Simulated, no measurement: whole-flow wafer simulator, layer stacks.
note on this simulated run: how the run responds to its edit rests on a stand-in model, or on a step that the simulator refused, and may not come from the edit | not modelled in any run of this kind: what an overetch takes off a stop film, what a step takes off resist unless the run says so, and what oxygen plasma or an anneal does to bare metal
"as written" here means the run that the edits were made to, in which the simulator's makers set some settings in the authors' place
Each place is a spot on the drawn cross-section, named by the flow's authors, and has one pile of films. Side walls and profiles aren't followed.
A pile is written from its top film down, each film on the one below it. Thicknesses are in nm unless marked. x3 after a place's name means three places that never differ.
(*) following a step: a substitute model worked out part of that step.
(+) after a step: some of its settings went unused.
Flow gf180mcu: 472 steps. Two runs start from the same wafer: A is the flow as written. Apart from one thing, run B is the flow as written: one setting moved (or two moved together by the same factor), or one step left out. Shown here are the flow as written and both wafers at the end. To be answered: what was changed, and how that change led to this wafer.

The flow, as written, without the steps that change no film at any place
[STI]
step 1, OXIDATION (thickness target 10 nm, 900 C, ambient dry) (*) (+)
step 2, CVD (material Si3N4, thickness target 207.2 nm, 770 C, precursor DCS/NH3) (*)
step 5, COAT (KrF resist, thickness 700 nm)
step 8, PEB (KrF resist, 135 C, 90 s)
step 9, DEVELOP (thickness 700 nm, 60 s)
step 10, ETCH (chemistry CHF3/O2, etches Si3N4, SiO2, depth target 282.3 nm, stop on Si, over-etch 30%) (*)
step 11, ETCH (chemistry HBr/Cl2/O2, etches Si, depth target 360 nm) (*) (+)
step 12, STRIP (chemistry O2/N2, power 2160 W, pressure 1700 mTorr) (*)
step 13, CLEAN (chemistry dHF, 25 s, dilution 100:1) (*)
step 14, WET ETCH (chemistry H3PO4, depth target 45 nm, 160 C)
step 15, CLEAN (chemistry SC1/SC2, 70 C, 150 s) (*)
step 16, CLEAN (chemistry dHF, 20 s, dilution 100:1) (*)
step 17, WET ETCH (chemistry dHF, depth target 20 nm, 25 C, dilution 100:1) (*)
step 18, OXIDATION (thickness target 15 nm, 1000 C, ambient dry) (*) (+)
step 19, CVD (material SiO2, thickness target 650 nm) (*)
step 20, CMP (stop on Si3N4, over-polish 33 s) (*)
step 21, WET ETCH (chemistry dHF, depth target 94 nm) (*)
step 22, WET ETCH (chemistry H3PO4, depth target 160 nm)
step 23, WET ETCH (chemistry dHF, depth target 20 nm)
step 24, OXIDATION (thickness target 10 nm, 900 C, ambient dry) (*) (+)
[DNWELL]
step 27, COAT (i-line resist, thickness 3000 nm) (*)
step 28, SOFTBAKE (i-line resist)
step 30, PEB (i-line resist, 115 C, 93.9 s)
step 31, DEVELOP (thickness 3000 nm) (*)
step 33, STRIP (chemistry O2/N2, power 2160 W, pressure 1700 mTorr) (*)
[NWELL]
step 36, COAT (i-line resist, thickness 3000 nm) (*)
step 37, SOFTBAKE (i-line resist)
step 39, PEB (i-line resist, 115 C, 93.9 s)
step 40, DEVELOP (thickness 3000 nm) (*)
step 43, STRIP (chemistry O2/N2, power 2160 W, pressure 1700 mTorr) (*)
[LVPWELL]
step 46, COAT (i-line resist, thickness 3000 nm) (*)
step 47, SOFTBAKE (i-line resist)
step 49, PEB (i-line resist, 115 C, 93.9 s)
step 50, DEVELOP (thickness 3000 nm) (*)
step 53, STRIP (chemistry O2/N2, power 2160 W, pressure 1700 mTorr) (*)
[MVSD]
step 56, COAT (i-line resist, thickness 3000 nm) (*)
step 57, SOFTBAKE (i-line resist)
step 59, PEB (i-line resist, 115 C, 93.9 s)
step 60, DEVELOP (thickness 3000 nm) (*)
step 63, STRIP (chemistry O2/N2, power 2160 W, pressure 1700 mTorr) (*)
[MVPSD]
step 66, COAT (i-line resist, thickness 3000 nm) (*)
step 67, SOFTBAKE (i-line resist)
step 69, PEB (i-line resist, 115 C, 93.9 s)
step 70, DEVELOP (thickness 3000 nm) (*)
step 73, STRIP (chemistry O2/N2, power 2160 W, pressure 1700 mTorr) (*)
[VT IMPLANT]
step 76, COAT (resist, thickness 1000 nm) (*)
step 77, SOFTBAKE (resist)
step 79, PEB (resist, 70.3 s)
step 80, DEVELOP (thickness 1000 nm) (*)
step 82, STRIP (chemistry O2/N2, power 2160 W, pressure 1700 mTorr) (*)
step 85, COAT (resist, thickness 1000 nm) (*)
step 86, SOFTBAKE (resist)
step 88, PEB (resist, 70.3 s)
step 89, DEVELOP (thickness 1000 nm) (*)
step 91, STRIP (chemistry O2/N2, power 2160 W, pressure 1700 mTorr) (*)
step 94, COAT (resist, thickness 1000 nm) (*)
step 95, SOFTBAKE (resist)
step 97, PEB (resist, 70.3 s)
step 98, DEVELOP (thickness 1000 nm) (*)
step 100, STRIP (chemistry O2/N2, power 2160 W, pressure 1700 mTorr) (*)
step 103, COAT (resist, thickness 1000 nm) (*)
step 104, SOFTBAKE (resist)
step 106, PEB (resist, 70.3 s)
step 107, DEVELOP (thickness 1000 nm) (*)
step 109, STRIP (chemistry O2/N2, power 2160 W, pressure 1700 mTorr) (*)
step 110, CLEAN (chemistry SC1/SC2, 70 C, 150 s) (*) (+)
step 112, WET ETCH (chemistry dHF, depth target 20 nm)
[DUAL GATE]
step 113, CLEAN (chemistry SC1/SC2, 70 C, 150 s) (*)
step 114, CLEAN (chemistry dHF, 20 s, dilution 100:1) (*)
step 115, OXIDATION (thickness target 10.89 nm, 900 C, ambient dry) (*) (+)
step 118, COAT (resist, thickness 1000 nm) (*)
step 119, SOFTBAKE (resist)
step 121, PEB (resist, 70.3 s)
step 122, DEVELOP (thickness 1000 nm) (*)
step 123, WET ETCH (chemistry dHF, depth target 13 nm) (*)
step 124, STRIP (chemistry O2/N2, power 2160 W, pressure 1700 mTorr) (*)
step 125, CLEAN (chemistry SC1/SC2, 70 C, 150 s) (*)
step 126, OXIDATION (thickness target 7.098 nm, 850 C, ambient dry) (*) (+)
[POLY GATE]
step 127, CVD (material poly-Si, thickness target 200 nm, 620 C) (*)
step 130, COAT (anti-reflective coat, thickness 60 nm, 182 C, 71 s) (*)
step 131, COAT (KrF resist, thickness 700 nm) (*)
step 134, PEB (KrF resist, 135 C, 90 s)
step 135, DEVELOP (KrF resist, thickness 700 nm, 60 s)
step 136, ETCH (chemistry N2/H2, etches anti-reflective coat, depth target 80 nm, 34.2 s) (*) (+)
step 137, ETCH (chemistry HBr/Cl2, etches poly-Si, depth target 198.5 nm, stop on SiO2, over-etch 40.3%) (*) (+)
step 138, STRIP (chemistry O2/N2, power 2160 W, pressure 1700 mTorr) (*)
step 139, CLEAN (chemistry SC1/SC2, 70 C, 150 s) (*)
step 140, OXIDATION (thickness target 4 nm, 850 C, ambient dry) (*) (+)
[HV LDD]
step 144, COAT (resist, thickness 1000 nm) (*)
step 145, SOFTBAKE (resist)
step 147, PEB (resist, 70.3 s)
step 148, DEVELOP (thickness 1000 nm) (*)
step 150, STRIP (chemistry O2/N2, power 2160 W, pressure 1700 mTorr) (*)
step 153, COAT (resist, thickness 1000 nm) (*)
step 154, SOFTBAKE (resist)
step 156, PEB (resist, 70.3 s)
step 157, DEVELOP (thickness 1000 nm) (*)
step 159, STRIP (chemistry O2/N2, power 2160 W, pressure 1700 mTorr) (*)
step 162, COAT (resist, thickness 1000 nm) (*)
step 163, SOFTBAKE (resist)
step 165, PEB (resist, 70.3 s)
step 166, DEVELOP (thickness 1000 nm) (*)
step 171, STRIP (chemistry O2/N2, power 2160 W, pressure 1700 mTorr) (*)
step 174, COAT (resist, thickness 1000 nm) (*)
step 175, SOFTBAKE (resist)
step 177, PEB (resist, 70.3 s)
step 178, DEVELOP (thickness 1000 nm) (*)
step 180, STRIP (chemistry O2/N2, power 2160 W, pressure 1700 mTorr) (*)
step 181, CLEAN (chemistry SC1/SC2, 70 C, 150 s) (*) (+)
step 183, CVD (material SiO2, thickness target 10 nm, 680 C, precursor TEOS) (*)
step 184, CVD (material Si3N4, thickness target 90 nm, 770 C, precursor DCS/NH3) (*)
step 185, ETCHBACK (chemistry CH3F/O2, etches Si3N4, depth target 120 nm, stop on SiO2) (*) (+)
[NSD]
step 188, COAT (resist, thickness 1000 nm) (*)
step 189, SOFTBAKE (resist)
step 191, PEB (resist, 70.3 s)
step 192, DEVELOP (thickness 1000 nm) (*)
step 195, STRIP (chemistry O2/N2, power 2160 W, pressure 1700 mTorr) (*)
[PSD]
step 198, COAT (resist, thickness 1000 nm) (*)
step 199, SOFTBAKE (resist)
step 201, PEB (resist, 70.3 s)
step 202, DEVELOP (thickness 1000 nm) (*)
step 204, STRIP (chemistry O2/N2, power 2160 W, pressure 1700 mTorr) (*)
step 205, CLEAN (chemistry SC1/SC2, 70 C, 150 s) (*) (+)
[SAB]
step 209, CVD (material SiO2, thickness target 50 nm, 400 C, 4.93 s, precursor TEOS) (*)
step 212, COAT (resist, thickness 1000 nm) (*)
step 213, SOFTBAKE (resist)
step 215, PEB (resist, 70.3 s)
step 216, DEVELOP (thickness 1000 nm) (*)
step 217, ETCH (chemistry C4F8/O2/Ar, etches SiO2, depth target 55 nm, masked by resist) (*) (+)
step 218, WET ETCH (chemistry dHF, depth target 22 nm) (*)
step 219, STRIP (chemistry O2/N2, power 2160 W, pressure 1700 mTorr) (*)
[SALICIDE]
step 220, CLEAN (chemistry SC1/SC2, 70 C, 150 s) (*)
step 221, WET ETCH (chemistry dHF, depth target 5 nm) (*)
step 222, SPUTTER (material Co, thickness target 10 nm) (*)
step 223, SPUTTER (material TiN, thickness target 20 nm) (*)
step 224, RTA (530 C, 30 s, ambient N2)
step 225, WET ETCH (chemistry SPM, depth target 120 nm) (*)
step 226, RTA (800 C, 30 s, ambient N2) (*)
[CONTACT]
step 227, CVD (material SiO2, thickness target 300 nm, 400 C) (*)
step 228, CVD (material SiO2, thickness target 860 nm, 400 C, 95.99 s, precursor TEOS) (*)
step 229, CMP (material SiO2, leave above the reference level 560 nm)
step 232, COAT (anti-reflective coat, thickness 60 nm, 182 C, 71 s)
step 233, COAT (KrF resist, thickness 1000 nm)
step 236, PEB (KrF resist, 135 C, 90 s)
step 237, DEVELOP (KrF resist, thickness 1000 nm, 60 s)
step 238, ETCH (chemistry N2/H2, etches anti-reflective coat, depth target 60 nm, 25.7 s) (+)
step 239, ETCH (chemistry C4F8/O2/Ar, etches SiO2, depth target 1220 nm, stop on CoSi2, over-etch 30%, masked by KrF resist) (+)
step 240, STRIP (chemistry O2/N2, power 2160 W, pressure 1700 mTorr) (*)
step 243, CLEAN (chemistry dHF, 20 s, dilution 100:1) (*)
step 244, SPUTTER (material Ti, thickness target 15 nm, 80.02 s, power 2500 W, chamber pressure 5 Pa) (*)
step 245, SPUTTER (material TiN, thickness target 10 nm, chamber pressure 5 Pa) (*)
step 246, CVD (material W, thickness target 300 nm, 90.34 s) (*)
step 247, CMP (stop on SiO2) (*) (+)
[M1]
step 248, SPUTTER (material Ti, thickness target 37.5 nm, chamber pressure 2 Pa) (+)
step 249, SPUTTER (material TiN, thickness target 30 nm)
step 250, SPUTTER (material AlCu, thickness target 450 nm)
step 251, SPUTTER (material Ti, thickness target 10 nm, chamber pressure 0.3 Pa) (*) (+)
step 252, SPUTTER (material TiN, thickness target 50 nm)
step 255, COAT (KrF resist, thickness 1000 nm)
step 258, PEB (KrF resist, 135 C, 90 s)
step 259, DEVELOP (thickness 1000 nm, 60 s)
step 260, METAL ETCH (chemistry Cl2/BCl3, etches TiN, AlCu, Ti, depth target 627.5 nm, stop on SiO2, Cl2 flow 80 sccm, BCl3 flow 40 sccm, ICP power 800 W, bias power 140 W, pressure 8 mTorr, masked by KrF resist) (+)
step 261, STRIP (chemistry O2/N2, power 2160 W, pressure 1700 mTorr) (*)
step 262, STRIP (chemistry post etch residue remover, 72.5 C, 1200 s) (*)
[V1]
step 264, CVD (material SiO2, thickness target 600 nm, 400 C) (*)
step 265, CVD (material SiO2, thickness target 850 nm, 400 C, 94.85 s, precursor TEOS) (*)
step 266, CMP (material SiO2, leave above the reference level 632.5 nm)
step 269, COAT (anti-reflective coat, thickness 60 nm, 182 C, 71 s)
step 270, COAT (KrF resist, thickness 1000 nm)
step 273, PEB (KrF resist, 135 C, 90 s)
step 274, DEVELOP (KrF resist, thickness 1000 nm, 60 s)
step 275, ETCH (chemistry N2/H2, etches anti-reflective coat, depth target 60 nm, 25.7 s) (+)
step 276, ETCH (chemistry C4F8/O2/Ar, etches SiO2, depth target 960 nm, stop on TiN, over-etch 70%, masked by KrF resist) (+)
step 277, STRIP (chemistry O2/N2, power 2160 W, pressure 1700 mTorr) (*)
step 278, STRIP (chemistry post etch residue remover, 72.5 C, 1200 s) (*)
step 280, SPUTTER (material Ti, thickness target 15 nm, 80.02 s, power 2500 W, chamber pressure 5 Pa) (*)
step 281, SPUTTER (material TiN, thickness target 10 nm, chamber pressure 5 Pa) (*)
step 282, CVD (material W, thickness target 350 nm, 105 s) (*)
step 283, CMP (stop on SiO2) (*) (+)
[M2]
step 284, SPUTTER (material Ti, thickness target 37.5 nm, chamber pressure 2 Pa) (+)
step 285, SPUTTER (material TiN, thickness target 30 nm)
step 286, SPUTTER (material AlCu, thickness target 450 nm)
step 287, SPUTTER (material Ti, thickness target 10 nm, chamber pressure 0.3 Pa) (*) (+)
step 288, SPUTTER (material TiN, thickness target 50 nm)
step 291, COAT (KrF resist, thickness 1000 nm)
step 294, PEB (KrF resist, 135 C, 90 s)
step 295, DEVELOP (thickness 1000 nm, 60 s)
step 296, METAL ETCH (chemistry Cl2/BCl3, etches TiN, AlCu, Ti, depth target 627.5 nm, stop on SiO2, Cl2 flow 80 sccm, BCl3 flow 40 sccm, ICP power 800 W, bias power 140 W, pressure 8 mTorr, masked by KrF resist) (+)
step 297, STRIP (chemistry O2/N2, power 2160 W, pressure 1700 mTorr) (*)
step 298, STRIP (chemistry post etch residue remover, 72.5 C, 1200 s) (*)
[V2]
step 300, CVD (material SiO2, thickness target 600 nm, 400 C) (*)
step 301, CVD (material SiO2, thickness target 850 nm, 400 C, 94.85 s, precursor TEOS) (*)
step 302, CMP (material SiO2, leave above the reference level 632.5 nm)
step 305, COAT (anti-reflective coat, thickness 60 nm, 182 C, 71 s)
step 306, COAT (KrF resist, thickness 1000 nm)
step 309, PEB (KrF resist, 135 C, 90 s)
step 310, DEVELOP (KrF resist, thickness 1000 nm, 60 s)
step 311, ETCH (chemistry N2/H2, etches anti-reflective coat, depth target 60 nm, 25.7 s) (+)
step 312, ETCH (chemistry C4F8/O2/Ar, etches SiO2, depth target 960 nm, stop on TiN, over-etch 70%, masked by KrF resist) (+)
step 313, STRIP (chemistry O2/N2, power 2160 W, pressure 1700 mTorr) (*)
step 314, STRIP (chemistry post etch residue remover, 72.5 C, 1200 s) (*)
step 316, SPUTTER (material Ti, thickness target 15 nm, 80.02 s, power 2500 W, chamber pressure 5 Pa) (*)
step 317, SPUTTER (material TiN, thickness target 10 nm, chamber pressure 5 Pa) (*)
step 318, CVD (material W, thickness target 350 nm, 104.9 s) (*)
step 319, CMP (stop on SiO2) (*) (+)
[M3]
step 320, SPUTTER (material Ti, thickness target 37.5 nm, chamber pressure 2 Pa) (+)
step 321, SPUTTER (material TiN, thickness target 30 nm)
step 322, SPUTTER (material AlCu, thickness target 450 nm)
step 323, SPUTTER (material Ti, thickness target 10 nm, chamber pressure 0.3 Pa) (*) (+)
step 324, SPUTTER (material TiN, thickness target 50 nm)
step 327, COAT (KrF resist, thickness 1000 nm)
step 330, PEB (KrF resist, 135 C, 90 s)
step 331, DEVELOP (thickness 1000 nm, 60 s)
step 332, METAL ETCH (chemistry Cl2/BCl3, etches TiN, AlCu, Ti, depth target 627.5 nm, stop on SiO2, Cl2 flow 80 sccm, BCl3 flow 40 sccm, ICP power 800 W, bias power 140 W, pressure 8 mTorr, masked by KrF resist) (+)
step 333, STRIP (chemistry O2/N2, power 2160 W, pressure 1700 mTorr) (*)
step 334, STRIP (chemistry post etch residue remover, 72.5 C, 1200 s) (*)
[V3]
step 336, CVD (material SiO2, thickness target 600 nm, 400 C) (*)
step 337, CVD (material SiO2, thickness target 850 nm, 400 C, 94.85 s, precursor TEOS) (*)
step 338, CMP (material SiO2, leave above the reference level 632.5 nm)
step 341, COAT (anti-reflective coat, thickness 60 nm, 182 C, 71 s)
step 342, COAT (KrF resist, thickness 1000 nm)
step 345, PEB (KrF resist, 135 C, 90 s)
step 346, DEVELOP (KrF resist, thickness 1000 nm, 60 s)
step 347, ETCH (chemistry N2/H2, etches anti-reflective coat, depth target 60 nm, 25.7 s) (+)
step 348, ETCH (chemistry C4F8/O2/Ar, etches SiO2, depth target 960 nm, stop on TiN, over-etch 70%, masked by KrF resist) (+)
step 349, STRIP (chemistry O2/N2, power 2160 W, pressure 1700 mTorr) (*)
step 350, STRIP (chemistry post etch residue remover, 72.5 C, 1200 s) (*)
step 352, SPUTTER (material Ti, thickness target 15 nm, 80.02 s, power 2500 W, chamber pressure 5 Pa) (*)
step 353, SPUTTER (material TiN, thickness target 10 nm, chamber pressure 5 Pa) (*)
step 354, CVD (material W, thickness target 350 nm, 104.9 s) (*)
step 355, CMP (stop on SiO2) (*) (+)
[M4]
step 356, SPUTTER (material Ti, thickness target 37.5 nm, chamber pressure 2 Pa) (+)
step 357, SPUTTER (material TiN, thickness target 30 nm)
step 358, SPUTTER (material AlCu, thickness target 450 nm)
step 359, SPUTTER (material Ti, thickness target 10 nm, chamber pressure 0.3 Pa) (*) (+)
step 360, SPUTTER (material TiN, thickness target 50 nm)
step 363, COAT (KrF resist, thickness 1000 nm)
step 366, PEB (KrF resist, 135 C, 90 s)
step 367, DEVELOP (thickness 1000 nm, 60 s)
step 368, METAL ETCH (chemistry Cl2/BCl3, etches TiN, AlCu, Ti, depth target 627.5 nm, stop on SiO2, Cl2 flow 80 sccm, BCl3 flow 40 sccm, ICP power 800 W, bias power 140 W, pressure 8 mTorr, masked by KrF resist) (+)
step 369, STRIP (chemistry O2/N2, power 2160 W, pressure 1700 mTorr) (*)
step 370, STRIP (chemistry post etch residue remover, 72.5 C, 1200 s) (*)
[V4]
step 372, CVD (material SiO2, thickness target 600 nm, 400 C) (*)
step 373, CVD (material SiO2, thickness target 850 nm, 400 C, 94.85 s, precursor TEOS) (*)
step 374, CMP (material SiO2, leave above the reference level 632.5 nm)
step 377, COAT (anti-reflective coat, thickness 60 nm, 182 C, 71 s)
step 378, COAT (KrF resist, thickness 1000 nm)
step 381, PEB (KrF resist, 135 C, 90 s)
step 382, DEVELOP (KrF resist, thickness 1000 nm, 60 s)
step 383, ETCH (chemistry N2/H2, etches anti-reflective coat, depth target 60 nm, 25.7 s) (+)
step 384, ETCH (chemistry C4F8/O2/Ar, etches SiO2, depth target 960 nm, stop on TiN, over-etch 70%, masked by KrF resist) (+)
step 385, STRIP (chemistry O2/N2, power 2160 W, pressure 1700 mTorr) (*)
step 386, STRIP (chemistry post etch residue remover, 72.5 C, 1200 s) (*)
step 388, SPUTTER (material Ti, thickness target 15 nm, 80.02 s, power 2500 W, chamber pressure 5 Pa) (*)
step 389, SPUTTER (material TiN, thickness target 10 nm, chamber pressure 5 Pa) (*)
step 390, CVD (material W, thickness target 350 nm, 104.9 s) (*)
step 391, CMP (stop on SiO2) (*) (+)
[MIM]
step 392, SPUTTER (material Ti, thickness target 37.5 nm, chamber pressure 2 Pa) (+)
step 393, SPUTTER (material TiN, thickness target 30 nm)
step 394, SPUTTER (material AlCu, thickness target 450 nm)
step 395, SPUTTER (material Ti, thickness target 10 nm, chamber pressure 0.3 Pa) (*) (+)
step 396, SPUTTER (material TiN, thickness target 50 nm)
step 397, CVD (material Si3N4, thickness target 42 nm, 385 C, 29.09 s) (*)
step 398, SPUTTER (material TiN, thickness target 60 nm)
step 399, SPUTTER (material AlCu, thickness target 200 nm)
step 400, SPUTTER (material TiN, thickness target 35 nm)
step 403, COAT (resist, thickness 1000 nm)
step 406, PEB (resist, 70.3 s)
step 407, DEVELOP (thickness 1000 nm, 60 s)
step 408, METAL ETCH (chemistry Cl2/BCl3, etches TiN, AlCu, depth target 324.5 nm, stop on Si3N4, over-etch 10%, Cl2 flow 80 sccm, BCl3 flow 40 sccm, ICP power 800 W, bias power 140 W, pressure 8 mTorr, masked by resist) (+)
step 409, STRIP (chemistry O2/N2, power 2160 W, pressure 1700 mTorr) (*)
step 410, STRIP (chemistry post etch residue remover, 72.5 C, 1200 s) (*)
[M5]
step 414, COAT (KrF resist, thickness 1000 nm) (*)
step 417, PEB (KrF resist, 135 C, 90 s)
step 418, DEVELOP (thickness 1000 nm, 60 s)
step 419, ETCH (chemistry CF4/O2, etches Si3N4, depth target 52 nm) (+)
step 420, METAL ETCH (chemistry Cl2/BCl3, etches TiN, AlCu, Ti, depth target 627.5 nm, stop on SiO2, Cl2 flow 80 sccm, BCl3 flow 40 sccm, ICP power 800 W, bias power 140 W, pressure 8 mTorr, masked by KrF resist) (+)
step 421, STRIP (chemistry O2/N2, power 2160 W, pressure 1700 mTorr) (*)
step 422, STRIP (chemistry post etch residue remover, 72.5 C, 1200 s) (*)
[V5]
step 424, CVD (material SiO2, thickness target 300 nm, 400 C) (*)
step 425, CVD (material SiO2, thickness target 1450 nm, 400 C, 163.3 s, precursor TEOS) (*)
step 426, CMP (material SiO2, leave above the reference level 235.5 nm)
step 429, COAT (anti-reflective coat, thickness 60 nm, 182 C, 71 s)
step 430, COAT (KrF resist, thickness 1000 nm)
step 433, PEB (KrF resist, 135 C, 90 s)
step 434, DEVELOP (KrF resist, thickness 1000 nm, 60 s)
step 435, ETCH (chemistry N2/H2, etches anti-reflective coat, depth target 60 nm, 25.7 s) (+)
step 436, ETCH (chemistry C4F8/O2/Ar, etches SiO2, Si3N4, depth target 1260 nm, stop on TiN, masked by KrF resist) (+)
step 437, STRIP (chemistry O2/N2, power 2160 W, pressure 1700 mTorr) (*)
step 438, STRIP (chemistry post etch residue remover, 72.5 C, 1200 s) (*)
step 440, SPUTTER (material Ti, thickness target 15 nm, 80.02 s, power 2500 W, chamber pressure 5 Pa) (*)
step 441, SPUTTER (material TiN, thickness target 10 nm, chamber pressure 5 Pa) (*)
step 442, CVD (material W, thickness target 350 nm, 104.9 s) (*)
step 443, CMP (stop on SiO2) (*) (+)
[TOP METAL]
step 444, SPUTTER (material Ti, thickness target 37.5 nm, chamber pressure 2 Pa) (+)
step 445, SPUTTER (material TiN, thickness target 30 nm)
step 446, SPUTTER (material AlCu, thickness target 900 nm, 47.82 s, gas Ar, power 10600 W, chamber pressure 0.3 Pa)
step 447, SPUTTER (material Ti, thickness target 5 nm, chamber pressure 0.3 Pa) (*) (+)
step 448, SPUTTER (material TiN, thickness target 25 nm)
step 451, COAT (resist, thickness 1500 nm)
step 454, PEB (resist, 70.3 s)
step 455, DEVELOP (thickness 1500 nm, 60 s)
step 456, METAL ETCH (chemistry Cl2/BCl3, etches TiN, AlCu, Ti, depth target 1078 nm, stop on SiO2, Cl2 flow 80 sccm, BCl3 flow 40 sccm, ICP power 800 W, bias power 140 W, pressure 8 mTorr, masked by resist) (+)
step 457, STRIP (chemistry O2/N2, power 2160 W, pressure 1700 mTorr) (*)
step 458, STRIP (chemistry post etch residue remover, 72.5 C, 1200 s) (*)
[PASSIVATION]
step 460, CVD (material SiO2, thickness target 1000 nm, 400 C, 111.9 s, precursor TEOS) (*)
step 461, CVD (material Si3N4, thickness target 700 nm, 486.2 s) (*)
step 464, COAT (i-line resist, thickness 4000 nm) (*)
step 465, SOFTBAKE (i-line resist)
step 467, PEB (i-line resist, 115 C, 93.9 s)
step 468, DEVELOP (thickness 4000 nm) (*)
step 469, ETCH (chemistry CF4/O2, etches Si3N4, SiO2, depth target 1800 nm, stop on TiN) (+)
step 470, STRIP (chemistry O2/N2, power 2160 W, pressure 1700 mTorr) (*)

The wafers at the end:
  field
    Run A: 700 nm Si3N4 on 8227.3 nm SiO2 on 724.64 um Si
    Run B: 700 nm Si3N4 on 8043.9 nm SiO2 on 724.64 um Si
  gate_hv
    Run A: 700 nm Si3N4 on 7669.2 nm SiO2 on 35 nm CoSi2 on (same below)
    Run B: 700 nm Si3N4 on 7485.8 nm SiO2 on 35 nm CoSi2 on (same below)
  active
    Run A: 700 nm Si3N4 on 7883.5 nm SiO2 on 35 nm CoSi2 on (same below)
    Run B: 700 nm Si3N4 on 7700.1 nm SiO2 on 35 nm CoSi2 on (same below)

Cause: step 266, CMP: leave above the reference level 449.1 nm was run, whereas the flow has leave above the reference level 632.5 nm.

How this came from the change, step by step:
  step 266, CMP (material SiO2, leave above the reference level 632.5 nm)
      field, field__w1, field__w2 and 99 more: A SiO2 loses 300 | B SiO2 loses 483.4
      field__w8, contact, m1 and 6 more: A SiO2 loses 877.1 | B SiO2 loses 1060.5
  step 276, ETCH (chemistry C4F8/O2/Ar, etches SiO2, depth target 960 nm, stop on TiN, over-etch 70%, masked by KrF resist) (+)
      field, field__w1, field__w2 and 107 more: A KrF resist loses 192 | B KrF resist loses 132.3
      contact: A SiO2 loses 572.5 (all of it) | B SiO2 loses 389.1 (all of it)
  step 277, STRIP (chemistry O2/N2, power 2160 W, pressure 1700 mTorr) (*)
      field, field__w1, field__w2 and 107 more: A KrF resist loses 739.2 (all of it), anti-reflective coat loses 60 (all of it) | B KrF resist loses 798.9 (all of it), anti-reflective coat loses 60 (all of it)
  step 280, SPUTTER (material Ti, thickness target 15 nm, 80.02 s, power 2500 W, chamber pressure 5 Pa) (*)
      contact: A Ti gains 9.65 (new film) | B Ti gains 10.8 (new film)
  step 281, SPUTTER (material TiN, thickness target 10 nm, chamber pressure 5 Pa) (*)
      contact: A TiN gains 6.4 (new film) | B TiN gains 7.15 (new film)
  step 282, CVD (material W, thickness target 350 nm, 105 s) (*)
      contact: A W gains 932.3 (new film) | B W gains 747 (new film)
